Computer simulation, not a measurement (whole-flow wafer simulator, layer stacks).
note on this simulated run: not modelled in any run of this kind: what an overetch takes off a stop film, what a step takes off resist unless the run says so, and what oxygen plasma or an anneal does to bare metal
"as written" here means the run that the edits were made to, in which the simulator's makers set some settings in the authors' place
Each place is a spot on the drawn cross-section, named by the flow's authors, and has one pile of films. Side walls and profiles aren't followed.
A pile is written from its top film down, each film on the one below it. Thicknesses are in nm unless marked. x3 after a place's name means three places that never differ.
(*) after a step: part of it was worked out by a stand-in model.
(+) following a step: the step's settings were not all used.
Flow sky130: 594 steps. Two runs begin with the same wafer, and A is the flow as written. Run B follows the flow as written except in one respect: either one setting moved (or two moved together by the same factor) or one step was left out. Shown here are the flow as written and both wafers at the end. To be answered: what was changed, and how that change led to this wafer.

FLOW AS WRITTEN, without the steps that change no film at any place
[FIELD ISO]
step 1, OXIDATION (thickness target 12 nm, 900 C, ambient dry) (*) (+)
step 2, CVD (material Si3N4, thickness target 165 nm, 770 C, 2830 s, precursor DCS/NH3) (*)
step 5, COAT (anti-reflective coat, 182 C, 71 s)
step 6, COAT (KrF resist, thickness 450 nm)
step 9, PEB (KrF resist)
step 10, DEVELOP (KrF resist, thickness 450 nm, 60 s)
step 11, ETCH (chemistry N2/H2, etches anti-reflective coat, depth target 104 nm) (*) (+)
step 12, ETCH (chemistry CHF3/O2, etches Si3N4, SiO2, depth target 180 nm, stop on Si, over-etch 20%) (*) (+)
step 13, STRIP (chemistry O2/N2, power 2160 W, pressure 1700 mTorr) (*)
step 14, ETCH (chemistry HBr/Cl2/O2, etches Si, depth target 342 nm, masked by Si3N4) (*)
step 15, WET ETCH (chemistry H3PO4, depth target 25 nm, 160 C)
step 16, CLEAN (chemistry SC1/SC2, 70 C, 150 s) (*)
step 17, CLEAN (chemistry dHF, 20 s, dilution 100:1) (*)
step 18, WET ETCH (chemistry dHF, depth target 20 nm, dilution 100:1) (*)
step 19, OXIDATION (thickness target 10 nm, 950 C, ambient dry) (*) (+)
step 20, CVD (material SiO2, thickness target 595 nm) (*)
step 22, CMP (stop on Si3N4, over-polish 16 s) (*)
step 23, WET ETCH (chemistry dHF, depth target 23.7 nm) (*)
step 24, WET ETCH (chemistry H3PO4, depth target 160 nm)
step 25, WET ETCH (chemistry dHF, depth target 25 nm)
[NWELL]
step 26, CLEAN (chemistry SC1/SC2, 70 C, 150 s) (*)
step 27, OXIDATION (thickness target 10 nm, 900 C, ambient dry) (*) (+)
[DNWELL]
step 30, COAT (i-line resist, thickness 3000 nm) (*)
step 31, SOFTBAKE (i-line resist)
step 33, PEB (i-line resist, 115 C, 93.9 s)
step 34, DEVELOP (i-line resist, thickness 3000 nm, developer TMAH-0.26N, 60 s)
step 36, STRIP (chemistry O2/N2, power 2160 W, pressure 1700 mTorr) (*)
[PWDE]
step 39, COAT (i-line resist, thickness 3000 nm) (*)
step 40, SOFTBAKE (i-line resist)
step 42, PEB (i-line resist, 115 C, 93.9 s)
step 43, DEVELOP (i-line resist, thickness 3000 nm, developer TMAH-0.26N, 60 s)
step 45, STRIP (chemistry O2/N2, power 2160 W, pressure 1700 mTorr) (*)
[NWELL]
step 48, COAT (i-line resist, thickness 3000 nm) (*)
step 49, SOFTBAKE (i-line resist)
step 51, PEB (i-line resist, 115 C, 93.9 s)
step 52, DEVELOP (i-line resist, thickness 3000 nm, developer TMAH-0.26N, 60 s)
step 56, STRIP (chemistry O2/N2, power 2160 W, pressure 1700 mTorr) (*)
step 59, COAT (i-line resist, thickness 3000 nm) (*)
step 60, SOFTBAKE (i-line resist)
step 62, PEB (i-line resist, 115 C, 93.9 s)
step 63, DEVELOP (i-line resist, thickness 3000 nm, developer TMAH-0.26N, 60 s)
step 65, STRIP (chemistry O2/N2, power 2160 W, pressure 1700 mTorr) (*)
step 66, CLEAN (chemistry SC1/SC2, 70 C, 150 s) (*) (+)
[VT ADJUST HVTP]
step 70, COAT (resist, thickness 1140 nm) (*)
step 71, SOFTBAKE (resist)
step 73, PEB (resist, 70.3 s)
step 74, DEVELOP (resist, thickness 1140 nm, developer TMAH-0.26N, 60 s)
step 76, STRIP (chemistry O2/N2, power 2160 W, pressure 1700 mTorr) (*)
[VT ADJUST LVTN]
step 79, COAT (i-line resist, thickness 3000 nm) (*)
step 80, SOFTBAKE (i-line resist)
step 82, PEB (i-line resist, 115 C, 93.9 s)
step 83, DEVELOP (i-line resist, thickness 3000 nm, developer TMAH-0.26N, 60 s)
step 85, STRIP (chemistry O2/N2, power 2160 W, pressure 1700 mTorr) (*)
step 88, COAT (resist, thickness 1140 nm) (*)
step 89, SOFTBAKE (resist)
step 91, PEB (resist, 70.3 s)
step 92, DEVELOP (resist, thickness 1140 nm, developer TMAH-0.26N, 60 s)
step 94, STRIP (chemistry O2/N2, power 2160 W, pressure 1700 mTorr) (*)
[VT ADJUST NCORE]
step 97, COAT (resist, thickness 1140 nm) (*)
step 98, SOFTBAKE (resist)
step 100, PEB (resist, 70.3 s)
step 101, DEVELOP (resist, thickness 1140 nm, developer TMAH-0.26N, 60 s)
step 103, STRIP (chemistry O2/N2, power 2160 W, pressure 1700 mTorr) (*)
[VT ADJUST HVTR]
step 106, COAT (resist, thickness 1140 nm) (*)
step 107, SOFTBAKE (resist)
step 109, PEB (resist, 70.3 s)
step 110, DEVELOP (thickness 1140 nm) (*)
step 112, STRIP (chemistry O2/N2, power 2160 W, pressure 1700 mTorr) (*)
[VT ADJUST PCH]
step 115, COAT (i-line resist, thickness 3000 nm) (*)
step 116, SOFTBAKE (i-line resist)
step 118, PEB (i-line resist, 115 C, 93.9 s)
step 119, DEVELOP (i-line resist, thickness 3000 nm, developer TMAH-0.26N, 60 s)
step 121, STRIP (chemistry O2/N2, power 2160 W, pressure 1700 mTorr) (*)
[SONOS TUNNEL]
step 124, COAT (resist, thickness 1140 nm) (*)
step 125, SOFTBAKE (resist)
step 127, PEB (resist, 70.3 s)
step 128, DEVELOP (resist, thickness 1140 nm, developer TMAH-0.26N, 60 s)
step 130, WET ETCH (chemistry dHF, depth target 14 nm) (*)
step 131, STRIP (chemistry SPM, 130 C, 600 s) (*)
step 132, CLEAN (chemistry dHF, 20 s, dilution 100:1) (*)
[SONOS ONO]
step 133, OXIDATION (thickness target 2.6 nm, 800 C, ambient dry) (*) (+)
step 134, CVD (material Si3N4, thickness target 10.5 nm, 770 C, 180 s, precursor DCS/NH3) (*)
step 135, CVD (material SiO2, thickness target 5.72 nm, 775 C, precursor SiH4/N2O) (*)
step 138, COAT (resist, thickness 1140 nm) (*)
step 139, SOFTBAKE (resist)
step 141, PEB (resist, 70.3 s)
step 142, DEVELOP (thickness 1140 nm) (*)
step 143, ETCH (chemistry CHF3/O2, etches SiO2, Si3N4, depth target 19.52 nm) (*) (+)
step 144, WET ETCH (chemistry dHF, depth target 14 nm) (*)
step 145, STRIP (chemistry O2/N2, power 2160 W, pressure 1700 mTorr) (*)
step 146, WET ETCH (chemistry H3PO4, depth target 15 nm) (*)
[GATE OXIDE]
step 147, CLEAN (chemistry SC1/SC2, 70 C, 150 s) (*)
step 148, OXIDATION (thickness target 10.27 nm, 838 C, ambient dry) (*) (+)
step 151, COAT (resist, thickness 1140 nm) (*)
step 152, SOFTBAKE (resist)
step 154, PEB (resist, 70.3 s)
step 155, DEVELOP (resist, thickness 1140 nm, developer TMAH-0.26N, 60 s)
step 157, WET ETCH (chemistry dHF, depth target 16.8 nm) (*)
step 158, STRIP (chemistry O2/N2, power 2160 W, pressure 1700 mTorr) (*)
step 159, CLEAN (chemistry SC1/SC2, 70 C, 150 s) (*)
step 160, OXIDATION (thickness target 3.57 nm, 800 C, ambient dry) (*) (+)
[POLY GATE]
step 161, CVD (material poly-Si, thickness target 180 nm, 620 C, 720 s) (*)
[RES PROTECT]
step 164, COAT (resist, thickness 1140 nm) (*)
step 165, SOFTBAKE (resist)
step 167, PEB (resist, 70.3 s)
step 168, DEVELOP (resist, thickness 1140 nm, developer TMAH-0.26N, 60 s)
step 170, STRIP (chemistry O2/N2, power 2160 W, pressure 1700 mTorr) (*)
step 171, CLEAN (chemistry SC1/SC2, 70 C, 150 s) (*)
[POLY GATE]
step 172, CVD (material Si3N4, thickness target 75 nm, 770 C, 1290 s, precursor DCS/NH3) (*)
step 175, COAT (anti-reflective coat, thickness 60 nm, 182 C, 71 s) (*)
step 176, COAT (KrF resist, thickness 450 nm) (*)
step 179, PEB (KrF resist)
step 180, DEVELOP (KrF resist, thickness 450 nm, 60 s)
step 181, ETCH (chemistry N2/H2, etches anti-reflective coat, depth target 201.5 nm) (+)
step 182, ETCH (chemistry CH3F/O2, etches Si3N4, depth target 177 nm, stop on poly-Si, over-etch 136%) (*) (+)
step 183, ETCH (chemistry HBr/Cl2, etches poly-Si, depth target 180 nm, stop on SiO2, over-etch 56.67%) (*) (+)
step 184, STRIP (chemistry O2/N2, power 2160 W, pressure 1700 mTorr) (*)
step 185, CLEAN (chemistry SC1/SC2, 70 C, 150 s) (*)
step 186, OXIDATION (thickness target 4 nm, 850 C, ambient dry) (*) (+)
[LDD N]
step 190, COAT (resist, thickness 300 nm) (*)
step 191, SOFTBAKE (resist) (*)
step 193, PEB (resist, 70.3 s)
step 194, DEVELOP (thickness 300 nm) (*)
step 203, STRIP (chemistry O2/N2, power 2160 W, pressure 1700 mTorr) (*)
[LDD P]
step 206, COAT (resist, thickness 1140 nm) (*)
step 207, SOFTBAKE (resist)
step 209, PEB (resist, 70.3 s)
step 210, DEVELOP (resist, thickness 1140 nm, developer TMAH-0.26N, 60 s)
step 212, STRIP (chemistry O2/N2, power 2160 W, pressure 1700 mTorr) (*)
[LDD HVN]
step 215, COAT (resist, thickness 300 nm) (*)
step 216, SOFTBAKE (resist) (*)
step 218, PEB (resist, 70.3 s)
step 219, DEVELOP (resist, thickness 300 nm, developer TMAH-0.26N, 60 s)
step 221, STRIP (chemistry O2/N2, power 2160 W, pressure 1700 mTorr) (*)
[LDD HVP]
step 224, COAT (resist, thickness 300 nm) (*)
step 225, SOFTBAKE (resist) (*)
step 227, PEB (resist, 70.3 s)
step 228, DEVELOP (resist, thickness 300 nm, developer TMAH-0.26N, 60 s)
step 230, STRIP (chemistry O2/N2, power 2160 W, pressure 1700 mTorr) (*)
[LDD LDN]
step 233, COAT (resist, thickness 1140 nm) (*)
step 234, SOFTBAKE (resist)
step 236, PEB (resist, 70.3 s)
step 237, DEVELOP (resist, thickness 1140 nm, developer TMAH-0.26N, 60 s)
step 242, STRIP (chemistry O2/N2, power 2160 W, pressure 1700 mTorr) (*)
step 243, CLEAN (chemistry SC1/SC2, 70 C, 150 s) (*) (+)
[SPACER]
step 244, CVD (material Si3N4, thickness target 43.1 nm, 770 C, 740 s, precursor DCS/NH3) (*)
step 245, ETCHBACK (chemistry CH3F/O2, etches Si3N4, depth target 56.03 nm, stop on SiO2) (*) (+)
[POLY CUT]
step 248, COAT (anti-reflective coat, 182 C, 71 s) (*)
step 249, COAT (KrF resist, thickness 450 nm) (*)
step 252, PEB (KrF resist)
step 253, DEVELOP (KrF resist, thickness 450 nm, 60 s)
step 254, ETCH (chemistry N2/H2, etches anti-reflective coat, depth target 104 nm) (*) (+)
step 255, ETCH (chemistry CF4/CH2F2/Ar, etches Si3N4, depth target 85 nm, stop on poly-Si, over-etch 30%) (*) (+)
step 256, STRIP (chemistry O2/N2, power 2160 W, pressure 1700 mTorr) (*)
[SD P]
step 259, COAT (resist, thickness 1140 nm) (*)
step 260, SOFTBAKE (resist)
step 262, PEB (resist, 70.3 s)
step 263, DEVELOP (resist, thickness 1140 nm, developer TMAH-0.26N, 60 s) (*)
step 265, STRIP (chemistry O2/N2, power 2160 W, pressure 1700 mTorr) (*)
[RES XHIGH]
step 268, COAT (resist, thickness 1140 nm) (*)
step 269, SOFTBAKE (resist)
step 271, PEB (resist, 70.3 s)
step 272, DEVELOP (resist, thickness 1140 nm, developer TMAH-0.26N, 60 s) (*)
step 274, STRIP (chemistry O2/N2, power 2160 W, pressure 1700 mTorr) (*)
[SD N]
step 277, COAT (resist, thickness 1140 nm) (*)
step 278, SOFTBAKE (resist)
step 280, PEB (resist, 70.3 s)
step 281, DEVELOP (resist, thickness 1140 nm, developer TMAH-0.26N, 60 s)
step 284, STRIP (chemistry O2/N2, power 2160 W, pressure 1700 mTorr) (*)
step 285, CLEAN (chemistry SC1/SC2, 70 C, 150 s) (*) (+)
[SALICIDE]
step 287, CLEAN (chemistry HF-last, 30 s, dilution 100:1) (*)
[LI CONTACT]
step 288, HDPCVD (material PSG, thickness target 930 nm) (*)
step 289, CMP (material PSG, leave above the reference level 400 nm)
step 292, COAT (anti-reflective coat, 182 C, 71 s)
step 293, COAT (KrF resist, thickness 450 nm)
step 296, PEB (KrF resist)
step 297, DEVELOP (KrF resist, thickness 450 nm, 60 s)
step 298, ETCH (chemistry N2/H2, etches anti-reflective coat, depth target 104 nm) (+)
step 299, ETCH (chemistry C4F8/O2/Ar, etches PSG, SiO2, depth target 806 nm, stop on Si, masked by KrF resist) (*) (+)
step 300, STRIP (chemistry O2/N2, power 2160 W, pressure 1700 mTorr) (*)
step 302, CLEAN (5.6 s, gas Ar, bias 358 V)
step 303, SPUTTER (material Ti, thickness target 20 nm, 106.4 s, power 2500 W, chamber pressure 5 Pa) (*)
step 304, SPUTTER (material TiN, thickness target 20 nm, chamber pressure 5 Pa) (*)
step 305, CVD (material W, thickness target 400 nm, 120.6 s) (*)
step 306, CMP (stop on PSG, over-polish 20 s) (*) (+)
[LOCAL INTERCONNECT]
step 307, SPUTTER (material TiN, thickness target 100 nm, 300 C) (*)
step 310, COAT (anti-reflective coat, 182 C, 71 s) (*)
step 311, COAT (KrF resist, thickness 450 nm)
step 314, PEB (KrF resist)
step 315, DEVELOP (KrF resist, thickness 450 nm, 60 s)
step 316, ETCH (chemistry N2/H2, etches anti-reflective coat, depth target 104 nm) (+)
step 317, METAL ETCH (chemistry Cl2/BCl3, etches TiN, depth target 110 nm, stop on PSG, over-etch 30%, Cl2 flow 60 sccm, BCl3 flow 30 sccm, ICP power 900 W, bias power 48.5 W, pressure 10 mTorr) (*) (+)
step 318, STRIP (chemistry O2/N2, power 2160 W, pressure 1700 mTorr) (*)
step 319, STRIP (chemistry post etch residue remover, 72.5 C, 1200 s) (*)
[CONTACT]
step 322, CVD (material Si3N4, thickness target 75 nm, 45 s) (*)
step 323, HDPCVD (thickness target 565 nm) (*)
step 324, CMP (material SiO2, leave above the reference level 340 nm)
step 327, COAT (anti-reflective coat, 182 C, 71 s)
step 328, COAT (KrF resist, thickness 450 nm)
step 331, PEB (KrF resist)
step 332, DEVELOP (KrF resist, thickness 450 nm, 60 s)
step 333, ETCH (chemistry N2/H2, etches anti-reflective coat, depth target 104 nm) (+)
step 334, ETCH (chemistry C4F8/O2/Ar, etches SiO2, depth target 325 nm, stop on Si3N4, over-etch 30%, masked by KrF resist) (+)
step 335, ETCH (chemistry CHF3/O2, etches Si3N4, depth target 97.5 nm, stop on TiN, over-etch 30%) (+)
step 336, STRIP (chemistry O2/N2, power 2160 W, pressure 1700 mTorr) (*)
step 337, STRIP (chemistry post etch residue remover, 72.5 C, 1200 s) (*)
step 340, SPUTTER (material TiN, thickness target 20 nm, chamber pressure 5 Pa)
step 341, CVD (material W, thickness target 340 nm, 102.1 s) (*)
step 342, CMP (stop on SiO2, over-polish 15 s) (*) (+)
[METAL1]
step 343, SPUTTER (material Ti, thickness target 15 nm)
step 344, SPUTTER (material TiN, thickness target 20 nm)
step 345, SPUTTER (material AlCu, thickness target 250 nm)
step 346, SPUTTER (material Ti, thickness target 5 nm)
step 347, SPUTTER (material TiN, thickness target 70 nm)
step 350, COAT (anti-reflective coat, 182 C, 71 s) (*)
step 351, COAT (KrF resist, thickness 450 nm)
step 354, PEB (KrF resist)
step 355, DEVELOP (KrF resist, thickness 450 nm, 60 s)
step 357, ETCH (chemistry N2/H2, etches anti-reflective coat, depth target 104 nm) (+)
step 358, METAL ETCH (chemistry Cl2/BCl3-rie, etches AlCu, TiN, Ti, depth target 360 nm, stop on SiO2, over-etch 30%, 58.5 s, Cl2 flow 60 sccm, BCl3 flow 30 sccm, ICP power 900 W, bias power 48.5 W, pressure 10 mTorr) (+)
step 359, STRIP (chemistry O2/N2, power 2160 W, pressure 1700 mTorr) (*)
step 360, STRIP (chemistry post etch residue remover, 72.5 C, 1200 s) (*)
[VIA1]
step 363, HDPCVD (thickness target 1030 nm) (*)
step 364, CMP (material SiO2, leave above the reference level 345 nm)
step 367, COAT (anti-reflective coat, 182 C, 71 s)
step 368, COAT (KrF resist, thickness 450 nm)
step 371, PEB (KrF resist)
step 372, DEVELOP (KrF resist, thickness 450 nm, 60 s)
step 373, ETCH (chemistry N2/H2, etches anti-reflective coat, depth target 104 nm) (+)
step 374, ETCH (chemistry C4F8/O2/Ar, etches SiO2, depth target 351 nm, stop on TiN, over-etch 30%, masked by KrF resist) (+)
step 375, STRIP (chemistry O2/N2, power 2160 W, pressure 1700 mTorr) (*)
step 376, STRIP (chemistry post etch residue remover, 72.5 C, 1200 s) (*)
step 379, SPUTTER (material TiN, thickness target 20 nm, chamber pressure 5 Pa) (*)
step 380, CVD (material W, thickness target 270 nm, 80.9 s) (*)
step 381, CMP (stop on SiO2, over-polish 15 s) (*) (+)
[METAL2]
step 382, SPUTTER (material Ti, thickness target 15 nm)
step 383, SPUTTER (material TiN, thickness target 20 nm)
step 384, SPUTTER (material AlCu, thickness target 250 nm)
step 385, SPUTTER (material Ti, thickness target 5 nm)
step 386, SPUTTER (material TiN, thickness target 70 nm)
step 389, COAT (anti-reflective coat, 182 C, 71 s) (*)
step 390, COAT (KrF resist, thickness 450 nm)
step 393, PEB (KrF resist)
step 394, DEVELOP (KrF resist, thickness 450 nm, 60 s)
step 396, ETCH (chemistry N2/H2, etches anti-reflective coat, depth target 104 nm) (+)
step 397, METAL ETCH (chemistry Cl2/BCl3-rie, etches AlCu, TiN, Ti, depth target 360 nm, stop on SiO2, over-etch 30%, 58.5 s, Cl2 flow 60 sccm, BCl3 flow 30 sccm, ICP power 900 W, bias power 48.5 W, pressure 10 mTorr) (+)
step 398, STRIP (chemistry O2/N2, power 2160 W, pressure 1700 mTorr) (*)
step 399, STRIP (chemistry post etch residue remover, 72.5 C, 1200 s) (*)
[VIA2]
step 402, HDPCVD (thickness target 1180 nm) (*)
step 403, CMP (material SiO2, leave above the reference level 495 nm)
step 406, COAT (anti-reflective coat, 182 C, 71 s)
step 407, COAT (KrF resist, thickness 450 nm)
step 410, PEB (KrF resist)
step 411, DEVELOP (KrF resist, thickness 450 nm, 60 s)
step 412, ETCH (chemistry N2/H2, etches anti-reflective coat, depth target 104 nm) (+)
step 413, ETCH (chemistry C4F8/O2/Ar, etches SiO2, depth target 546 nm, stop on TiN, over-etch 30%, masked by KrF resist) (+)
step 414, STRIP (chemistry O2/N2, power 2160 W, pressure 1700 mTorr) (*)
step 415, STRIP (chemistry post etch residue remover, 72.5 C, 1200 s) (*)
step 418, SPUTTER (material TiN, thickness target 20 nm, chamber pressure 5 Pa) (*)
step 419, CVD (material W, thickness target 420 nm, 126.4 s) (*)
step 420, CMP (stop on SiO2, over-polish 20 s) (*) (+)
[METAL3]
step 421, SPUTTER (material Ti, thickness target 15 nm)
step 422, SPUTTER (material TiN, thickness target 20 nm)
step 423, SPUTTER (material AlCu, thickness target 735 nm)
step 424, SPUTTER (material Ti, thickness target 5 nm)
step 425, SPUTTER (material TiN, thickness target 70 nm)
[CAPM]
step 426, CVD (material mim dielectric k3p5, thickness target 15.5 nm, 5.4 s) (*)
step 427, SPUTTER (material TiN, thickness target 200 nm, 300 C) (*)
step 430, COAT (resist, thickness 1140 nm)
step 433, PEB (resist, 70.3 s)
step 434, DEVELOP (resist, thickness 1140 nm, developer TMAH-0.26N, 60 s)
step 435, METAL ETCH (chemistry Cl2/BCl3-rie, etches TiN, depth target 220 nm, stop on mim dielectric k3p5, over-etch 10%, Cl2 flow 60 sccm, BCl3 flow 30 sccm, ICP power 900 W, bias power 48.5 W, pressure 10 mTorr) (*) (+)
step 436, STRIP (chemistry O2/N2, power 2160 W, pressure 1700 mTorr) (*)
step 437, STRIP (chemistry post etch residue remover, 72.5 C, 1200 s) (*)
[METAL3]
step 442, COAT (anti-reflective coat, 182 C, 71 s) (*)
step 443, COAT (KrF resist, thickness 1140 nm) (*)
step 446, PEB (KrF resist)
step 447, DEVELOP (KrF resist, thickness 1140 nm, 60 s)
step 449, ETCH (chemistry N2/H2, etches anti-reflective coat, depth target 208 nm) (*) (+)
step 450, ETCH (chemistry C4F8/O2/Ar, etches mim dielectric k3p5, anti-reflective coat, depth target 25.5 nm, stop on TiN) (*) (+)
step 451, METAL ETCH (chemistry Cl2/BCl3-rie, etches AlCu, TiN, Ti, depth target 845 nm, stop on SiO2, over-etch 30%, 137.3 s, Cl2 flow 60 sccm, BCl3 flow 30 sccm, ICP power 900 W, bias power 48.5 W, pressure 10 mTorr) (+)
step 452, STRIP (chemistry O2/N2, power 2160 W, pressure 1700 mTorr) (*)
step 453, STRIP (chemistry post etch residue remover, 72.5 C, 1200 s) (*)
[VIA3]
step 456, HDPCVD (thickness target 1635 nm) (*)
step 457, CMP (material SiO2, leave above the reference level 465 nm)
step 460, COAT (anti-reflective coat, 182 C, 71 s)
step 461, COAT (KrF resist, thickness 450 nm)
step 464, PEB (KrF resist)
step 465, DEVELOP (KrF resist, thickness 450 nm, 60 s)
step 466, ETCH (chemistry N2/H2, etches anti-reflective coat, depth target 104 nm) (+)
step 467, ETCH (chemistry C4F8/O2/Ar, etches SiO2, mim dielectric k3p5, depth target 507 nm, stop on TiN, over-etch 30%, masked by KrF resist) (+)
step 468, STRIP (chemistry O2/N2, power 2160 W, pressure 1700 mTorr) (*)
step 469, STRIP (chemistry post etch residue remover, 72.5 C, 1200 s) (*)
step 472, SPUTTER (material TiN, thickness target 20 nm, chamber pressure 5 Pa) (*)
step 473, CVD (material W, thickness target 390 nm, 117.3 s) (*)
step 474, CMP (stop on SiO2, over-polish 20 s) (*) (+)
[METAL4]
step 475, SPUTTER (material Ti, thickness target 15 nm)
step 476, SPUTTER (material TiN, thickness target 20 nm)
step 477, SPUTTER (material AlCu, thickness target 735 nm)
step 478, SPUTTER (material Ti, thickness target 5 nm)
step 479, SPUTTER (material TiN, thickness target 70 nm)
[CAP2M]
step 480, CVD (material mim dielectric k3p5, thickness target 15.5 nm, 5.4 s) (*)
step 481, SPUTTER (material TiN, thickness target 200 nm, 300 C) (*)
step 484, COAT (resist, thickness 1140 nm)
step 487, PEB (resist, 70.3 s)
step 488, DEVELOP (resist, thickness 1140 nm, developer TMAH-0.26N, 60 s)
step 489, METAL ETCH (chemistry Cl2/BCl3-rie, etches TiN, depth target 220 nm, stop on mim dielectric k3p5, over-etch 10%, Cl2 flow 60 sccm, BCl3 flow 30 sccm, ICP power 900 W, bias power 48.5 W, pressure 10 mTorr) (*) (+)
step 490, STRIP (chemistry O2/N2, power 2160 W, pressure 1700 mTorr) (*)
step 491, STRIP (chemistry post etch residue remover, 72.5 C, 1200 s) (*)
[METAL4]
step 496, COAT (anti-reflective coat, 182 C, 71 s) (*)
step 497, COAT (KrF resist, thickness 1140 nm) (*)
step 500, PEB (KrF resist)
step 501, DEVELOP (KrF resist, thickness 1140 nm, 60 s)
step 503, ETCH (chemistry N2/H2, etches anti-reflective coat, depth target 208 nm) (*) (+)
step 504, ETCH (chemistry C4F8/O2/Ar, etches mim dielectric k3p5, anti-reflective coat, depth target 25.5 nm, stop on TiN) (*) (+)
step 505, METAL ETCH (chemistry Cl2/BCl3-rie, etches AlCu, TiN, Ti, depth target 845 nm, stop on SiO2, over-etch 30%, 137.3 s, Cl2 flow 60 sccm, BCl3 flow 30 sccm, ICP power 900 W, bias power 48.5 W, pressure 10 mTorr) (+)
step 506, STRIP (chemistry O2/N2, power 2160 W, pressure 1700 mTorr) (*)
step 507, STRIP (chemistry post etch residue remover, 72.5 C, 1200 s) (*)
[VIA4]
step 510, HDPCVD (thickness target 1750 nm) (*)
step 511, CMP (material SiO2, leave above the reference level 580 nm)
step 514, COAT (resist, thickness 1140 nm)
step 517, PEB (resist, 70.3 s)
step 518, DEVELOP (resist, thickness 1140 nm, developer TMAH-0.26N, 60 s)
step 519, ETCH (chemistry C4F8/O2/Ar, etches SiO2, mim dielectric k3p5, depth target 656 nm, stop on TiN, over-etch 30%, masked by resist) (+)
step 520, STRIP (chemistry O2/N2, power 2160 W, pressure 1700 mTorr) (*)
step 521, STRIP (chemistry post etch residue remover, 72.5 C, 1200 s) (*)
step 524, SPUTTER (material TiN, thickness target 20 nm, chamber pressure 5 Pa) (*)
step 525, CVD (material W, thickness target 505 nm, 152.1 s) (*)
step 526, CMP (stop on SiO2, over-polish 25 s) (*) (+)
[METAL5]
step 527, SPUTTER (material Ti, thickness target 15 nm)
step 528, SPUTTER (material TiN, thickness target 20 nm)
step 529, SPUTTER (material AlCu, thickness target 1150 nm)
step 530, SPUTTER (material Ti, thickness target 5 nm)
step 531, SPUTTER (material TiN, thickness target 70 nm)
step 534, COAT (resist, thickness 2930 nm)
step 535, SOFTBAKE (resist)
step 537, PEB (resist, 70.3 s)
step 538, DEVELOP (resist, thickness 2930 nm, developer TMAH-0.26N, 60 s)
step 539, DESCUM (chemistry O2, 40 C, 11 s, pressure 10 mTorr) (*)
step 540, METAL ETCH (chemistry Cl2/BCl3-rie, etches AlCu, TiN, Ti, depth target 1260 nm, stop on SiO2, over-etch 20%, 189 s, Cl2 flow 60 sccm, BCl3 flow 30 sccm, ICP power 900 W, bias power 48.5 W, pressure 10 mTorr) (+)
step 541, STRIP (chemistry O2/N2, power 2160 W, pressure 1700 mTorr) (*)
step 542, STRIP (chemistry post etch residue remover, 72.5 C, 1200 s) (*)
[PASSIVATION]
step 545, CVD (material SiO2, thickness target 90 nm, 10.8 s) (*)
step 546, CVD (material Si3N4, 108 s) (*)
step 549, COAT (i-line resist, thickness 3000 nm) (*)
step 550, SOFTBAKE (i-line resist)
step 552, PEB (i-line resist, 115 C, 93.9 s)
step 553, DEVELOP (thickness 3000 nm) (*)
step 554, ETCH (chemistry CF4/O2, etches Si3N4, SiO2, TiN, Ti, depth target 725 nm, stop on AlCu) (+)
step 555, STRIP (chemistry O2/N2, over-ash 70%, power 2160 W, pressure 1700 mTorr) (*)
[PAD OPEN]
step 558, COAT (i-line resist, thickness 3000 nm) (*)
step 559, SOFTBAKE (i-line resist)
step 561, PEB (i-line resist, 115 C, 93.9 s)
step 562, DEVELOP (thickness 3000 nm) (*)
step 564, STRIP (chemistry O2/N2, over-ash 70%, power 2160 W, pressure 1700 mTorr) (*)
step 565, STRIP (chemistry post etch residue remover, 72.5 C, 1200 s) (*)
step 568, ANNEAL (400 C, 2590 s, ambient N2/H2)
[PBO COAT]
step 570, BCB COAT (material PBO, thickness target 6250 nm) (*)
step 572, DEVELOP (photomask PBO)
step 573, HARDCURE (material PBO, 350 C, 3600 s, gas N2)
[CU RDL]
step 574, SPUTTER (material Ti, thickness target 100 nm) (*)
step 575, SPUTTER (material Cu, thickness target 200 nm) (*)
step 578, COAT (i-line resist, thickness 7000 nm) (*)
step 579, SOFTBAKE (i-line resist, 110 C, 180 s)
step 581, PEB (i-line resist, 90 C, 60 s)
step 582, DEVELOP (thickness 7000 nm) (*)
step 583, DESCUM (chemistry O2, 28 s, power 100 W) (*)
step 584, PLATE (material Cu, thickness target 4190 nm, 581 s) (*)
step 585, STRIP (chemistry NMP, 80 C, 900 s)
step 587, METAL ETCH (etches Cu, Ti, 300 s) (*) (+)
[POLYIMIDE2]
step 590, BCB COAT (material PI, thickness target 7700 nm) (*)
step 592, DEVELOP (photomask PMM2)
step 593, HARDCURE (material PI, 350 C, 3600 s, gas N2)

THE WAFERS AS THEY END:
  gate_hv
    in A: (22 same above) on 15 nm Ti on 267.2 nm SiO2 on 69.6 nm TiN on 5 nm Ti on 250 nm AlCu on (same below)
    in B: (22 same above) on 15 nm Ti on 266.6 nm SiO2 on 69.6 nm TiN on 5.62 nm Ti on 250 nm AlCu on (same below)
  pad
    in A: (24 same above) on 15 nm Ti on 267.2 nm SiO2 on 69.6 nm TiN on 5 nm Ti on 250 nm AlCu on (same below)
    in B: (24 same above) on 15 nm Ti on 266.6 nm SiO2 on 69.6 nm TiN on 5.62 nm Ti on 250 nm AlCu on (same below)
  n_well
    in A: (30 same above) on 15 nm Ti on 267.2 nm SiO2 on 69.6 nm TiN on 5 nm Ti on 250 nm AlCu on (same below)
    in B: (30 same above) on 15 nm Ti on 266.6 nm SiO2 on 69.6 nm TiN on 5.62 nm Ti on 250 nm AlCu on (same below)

The reason: step 346, SPUTTER: thickness target 5.62 nm was run, while the flow as written has thickness target 5 nm.
One can read it off the wafer: gate_hv has Ti 5.62, and step 346 as written asks for 5 nm.

The path from the change to this, step by step:
  step 346, SPUTTER (material Ti, thickness target 5 nm)
      field, active, n_well and 188 more: A Ti gains 5 (new film) | B Ti gains 5.62 (new film)
  step 358, METAL ETCH (chemistry Cl2/BCl3-rie, etches AlCu, TiN, Ti, depth target 360 nm, stop on SiO2, over-etch 30%, 58.5 s, Cl2 flow 60 sccm, BCl3 flow 30 sccm, ICP power 900 W, bias power 48.5 W, pressure 10 mTorr) (+)
      field, active, gate and 81 more: A TiN loses 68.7 (all of it), Ti loses 5 (all of it), AlCu loses 250 (all of it), TiN loses 20 (all of it), Ti loses 15 (all of it), SiO2 loses 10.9 | B TiN loses 68.7 (all of it), Ti loses 5.62 (all of it), AlCu loses 250 (all of it), TiN loses 20 (all of it), Ti loses 15 (all of it), SiO2 loses 10.9
